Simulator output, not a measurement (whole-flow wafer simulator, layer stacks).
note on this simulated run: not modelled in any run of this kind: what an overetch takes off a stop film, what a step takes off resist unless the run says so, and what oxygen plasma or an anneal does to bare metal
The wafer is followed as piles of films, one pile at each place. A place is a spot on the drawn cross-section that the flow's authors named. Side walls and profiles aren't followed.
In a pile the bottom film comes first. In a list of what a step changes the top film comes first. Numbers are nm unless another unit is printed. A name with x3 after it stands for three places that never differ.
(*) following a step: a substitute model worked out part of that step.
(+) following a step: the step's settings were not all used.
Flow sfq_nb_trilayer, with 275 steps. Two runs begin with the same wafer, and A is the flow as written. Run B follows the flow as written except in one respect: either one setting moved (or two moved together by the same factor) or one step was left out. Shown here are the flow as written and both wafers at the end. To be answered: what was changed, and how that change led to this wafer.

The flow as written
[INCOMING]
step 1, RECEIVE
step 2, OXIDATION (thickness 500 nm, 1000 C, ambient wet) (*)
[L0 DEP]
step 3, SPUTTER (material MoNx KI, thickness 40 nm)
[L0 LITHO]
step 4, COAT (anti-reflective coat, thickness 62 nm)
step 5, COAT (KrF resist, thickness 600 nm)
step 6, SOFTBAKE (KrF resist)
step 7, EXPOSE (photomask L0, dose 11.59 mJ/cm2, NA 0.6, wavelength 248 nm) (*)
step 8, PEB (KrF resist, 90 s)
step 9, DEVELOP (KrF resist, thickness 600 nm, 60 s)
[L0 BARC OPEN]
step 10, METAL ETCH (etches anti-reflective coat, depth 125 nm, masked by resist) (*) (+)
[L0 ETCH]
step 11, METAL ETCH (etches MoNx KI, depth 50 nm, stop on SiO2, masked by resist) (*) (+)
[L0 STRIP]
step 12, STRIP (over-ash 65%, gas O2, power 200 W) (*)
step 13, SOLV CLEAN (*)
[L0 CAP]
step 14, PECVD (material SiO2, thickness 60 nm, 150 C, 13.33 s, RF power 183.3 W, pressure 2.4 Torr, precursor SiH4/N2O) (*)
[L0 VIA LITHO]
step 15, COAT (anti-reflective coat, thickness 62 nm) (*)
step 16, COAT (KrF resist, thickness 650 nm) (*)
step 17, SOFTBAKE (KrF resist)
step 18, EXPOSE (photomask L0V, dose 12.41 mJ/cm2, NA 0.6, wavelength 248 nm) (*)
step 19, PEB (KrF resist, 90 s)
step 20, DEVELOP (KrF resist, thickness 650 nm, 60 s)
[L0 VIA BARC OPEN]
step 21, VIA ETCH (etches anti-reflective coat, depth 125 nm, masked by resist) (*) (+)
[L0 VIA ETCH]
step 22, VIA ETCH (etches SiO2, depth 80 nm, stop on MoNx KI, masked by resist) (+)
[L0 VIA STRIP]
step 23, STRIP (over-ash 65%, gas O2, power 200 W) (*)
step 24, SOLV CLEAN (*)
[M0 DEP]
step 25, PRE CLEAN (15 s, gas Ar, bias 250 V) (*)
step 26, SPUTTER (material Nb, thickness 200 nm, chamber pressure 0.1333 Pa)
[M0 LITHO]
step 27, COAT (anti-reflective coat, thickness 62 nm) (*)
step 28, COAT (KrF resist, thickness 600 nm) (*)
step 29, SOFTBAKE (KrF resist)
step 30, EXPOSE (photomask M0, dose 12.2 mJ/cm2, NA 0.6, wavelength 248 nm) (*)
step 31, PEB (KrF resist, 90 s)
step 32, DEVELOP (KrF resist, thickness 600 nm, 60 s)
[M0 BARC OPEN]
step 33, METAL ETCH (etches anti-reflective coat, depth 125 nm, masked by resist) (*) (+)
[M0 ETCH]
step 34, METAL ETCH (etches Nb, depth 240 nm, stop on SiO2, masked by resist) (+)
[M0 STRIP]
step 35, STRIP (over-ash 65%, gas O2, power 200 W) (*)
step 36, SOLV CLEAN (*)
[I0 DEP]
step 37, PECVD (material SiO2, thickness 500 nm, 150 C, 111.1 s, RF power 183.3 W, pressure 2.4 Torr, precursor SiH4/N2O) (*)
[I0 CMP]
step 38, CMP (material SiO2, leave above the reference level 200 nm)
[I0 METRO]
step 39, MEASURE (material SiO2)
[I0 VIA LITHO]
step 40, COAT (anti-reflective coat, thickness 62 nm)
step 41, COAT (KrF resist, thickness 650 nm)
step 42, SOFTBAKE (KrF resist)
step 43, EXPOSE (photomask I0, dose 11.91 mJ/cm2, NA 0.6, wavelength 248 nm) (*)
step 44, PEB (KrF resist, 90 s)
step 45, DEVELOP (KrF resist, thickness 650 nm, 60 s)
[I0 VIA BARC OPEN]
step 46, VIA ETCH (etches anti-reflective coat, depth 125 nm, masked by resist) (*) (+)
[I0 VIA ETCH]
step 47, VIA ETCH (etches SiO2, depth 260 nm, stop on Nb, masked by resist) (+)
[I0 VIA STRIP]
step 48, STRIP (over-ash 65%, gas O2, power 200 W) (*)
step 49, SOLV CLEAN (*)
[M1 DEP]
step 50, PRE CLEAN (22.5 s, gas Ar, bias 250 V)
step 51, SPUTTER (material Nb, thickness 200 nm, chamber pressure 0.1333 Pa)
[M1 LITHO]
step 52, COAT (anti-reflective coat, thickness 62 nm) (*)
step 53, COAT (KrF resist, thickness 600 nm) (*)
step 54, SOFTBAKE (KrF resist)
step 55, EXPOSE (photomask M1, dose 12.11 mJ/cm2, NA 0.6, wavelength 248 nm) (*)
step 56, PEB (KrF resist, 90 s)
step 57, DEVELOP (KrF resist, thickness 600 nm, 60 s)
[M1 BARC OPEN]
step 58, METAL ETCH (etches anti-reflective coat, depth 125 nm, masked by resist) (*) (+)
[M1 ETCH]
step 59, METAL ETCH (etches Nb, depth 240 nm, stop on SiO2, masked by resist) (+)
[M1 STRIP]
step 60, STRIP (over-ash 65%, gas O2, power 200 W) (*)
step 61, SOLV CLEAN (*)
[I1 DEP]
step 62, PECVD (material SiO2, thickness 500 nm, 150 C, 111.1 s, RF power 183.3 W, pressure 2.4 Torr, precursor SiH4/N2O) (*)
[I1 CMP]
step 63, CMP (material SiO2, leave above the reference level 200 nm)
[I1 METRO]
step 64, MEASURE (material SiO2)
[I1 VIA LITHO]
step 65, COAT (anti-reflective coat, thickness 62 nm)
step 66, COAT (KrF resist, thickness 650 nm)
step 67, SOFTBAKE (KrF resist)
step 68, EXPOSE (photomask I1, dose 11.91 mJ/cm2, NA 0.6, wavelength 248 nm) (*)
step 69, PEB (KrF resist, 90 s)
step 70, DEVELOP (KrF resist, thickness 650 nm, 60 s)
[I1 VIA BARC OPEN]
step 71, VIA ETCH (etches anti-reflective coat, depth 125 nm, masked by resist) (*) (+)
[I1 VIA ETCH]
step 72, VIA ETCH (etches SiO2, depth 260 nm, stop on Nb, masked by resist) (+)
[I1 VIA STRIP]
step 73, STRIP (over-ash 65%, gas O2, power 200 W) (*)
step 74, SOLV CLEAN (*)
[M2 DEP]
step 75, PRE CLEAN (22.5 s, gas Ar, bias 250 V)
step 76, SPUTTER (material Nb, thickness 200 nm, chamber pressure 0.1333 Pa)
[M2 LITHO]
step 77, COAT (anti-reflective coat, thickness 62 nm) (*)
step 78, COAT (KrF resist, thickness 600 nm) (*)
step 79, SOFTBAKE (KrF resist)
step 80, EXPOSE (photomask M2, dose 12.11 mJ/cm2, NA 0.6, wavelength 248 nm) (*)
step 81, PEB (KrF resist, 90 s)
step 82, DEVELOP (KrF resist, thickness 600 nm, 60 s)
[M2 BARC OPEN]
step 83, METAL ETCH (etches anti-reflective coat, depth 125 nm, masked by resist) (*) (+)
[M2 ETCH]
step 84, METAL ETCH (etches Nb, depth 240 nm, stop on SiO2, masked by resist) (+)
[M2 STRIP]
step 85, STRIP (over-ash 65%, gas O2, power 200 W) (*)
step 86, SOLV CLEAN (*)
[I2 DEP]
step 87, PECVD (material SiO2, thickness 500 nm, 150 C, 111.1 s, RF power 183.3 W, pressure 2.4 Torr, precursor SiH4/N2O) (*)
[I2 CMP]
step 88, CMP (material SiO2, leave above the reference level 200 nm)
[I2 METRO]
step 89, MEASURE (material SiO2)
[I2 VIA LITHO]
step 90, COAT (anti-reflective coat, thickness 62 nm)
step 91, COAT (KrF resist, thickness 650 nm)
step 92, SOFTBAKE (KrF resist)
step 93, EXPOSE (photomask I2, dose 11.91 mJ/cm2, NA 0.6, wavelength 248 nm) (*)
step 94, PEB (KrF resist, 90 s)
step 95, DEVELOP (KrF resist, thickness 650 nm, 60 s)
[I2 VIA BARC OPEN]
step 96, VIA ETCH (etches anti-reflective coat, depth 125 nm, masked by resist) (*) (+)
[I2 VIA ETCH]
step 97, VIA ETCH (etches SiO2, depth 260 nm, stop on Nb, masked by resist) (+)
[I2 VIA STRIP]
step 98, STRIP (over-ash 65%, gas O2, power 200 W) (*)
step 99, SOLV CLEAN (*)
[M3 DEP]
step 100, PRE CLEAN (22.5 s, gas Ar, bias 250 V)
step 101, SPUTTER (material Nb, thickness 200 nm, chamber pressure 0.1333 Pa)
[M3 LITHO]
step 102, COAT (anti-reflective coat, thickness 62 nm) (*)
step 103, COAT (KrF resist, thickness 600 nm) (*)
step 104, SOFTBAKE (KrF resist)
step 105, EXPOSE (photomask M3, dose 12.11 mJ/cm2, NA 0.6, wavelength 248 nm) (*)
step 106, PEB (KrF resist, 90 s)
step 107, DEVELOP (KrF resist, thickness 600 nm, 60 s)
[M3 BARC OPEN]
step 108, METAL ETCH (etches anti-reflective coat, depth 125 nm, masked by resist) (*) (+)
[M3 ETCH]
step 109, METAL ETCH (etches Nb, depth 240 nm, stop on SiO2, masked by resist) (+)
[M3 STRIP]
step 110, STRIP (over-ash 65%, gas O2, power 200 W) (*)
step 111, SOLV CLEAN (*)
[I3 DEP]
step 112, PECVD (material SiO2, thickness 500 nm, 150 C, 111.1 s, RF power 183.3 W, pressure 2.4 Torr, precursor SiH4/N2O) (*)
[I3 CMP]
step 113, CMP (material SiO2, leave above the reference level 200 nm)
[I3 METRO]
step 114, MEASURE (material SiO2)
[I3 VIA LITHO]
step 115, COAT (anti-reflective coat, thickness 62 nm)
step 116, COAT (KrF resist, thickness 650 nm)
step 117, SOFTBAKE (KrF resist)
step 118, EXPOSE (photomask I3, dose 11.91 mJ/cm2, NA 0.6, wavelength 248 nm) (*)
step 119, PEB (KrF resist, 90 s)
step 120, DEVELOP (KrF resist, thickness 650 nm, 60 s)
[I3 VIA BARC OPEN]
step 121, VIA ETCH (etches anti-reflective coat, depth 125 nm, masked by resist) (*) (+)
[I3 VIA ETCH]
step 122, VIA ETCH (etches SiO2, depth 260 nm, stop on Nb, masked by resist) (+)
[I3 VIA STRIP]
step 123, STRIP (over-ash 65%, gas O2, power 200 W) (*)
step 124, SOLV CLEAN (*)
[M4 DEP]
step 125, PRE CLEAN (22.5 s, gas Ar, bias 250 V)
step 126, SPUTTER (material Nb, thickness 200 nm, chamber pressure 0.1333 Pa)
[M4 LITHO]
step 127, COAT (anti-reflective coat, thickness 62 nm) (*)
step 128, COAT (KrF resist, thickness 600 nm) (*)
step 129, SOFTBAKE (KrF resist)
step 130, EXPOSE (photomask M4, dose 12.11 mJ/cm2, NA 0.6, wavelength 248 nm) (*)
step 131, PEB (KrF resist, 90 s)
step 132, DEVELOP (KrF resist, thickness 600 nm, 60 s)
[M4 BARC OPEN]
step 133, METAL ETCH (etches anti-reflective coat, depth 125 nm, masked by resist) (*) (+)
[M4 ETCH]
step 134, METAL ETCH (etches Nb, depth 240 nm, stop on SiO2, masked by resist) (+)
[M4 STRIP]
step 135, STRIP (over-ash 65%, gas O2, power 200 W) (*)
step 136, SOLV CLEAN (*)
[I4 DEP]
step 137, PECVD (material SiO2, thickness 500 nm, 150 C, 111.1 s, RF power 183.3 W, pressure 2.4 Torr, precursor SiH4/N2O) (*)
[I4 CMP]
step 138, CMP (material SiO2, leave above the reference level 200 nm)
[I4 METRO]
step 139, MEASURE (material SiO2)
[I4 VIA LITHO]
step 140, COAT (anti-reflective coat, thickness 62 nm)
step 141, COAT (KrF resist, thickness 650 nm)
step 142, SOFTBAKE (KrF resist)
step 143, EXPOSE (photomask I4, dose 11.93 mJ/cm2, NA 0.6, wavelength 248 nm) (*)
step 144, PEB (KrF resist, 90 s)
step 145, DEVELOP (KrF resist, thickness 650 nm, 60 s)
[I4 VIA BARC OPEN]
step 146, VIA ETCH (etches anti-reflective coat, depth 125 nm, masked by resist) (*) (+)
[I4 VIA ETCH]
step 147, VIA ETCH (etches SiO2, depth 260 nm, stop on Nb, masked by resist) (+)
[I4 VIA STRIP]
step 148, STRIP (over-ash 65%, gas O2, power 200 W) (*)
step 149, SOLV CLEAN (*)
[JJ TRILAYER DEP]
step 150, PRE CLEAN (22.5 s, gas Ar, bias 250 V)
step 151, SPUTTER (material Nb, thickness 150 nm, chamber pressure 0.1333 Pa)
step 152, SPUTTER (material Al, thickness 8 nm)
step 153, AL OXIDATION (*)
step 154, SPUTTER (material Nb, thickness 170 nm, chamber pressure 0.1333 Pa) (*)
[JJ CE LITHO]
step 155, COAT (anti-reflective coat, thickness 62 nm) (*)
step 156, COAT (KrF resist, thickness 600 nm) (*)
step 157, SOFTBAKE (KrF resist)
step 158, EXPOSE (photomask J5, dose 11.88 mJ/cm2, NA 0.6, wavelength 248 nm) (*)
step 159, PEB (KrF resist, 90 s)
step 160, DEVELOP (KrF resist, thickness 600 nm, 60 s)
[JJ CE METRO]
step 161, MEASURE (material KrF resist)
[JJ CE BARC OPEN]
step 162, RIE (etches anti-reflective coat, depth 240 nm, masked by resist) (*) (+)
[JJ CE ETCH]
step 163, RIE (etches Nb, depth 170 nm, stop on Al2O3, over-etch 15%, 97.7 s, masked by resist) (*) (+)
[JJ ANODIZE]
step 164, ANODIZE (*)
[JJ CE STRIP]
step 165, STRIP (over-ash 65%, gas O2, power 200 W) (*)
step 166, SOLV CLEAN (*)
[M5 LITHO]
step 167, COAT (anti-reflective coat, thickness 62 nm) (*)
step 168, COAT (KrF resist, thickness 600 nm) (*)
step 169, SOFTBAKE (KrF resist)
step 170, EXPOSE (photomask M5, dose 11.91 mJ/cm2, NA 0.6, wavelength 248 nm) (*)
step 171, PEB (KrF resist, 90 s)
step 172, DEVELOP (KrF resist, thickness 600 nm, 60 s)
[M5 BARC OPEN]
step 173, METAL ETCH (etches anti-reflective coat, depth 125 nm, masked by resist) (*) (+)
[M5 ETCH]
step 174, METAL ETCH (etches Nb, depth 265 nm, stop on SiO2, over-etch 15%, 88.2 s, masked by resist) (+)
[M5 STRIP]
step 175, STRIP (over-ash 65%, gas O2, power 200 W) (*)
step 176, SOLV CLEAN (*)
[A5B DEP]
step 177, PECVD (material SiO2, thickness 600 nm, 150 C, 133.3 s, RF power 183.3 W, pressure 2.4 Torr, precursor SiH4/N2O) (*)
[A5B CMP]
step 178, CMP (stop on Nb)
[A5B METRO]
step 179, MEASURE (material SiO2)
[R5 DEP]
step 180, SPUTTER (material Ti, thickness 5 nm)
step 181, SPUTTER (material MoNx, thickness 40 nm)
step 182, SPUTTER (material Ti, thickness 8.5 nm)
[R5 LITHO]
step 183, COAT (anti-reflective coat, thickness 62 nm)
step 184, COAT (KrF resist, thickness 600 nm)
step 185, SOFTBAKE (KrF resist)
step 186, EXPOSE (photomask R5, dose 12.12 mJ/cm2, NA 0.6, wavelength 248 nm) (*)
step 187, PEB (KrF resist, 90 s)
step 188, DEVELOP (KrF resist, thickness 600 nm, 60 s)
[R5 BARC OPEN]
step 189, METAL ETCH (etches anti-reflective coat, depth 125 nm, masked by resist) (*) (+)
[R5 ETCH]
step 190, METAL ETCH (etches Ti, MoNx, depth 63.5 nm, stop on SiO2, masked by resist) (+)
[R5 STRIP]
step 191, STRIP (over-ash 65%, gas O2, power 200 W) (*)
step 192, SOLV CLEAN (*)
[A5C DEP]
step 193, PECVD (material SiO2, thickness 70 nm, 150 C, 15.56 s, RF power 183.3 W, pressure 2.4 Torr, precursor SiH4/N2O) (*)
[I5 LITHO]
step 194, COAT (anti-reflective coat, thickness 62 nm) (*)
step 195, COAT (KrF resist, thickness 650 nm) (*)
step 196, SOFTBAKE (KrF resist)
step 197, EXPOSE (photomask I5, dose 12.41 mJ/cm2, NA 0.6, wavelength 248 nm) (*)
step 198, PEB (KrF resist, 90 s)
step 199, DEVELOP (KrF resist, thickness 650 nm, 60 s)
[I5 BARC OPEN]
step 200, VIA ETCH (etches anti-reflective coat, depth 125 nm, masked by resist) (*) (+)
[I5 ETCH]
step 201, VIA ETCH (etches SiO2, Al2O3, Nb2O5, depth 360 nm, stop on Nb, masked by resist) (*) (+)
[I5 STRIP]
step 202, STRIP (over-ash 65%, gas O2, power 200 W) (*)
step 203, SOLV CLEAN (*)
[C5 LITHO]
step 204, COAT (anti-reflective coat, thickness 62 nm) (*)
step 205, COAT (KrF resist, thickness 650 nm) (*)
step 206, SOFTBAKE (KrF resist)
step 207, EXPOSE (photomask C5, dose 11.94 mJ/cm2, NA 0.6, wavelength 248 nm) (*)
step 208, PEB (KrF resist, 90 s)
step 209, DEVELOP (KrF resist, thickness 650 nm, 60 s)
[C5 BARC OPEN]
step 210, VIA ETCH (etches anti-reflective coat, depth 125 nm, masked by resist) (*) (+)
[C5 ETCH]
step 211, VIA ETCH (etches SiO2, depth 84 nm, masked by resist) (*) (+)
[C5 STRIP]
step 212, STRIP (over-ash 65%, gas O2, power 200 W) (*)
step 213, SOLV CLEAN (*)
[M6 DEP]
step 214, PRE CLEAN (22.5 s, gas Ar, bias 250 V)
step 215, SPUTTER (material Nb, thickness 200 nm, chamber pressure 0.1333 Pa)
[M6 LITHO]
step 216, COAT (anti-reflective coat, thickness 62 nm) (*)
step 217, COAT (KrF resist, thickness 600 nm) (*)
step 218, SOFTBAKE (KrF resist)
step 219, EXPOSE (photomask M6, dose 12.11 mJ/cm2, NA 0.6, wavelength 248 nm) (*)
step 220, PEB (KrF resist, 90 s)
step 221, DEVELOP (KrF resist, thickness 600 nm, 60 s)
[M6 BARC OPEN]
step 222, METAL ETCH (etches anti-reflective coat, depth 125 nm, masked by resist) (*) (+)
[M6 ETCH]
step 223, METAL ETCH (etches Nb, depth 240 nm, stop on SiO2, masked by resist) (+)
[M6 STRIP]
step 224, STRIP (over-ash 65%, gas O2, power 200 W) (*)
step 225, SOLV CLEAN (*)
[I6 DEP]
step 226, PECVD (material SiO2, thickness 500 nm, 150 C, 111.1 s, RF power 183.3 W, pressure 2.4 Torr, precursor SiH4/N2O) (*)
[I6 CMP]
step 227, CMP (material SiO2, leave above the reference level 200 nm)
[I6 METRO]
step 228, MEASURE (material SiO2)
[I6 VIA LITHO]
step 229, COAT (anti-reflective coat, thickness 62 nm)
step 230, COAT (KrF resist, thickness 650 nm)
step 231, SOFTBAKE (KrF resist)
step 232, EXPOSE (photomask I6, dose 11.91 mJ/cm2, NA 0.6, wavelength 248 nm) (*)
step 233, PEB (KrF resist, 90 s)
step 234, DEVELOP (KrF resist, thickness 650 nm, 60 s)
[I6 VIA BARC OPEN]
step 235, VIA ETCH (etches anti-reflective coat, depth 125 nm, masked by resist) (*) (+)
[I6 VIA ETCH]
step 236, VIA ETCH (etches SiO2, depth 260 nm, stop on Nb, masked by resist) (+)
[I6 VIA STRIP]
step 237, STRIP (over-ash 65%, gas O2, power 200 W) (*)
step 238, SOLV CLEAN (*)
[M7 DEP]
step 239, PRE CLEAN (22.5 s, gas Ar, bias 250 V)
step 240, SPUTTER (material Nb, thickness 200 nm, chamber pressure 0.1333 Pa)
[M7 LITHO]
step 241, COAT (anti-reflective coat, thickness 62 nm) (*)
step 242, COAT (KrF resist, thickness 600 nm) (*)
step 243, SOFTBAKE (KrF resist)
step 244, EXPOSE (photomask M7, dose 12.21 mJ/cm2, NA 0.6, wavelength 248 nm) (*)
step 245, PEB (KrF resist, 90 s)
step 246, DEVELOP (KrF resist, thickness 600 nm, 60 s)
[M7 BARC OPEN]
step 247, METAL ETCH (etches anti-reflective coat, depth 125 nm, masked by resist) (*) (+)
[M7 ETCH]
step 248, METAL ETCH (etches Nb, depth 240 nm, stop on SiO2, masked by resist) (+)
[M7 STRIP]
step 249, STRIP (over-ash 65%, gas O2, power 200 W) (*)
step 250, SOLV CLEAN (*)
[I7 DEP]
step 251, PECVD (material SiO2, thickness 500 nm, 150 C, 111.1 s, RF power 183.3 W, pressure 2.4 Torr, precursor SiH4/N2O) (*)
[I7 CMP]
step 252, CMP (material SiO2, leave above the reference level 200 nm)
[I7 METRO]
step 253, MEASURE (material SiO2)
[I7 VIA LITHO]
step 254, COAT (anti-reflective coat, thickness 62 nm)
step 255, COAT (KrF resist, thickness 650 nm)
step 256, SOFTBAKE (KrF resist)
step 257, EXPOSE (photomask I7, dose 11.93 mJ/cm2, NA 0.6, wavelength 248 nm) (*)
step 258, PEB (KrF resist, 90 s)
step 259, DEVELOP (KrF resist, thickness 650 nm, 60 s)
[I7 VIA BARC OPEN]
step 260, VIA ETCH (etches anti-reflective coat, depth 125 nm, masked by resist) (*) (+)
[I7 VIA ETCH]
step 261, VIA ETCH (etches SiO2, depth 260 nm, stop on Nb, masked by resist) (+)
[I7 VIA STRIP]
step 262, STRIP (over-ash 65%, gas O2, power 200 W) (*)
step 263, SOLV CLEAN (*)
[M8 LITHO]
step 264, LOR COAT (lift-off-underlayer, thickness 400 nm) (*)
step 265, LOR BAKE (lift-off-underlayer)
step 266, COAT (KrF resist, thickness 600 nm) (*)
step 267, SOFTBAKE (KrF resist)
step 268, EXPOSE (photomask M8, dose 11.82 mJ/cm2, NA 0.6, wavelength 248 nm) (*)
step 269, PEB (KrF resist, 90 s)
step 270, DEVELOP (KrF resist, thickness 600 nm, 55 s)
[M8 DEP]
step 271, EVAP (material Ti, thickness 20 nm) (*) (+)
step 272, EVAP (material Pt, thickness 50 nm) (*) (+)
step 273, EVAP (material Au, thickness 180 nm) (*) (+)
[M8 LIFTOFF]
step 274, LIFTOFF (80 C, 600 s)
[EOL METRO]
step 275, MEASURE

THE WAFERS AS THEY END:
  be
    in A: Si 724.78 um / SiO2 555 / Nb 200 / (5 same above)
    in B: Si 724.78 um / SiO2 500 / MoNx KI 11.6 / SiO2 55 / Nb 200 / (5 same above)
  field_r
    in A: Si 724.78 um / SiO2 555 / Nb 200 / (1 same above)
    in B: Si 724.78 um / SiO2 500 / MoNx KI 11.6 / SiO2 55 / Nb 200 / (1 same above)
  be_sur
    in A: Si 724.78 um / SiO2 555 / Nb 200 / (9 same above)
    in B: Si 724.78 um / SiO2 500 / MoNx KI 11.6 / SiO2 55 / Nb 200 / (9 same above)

Cause: step 3, SPUTTER: thickness 61.6 nm was run, while the flow as written has thickness 40 nm.

How this came from the change, step by step:
  step 3, SPUTTER (material MoNx KI, thickness 40 nm)
      field_l, v_sur, via_wl and 103 more: A +40 MoNx KI (new film) | B +61.6 MoNx KI (new film)
  step 11, METAL ETCH (etches MoNx KI, depth 50 nm, stop on SiO2, masked by resist) (*) (+)
      v_sur, via_wl, via_w and 97 more: A -40 MoNx KI (all of it) | B -50 MoNx KI
  step 14, PECVD (material SiO2, thickness 60 nm, 150 C, 13.33 s, RF power 183.3 W, pressure 2.4 Torr, precursor SiH4/N2O) (*)
      v_sur, via_wl, via_w and 97 more: A +60 SiO2 | B +60 SiO2 (new film)
  step 15, COAT (anti-reflective coat, thickness 62 nm) (*)
      field_l: A +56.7 anti-reflective coat (new film) | B +55.5 anti-reflective coat (new film)
      v_sur: A +72.2 anti-reflective coat (new film) | B +74.9 anti-reflective coat (new film)
      (as well as at 2 more places)
  step 23, STRIP (over-ash 65%, gas O2, power 200 W) (*)
      field_l: A -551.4 KrF resist (all of it), -56.7 anti-reflective coat (all of it) | B -549.3 KrF resist (all of it), -55.5 anti-reflective coat (all of it)
      v_sur: A -570.5 KrF resist (all of it), -72.2 anti-reflective coat (all of it) | B -573.1 KrF resist (all of it), -74.9 anti-reflective coat (all of it)
      (as well as at 2 more places)
  step 27, COAT (anti-reflective coat, thickness 62 nm) (*)
      v_sur: A +72.3 anti-reflective coat (new film) | B +75.1 anti-reflective coat (new film)
      l0_sur: A +47.5 anti-reflective coat (new film) | B +46.5 anti-reflective coat (new film)
      (as well as at 1 more place)
  step 35, STRIP (over-ash 65%, gas O2, power 200 W) (*)
      v_sur: A -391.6 KrF resist (all of it), -72.3 anti-reflective coat (all of it) | B -393.9 KrF resist (all of it), -75.1 anti-reflective coat (all of it)
      l0_sur: A -372 KrF resist (all of it), -47.5 anti-reflective coat (all of it) | B -369.2 KrF resist (all of it), -46.5 anti-reflective coat (all of it)
      (as well as at 1 more place)
  step 38, CMP (material SiO2, leave above the reference level 200 nm)
      field_l, l0_sur, l0r_line_l, l0r_line_c, l0r_line_r: A -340 SiO2 | B -350 SiO2
      l0v: A -277.8 SiO2 | B -287.8 SiO2
Taking metal films that touch as one body, be has 4 bodies (between them, from the top down: SiO2 503.2; SiO2 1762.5; SiO2 55); the flow as written gives 3 bodies (between them, from the top down: SiO2 503.2; SiO2 1762.5).
Taking metal films that touch as one body, field_r has 2 bodies (between them, from the top down: SiO2 55); the flow as written gives 1 body.
Taking metal films that touch as one body, be_sur has 5 bodies (between them, from the top down: SiO2 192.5; SiO2 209 / Al2O3 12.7 / Nb2O5 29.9; SiO2 1762.5; SiO2 55); the flow as written gives 4 bodies (between them, from the top down: SiO2 192.5; SiO2 209 / Al2O3 12.7 / Nb2O5 29.9; SiO2 1762.5).
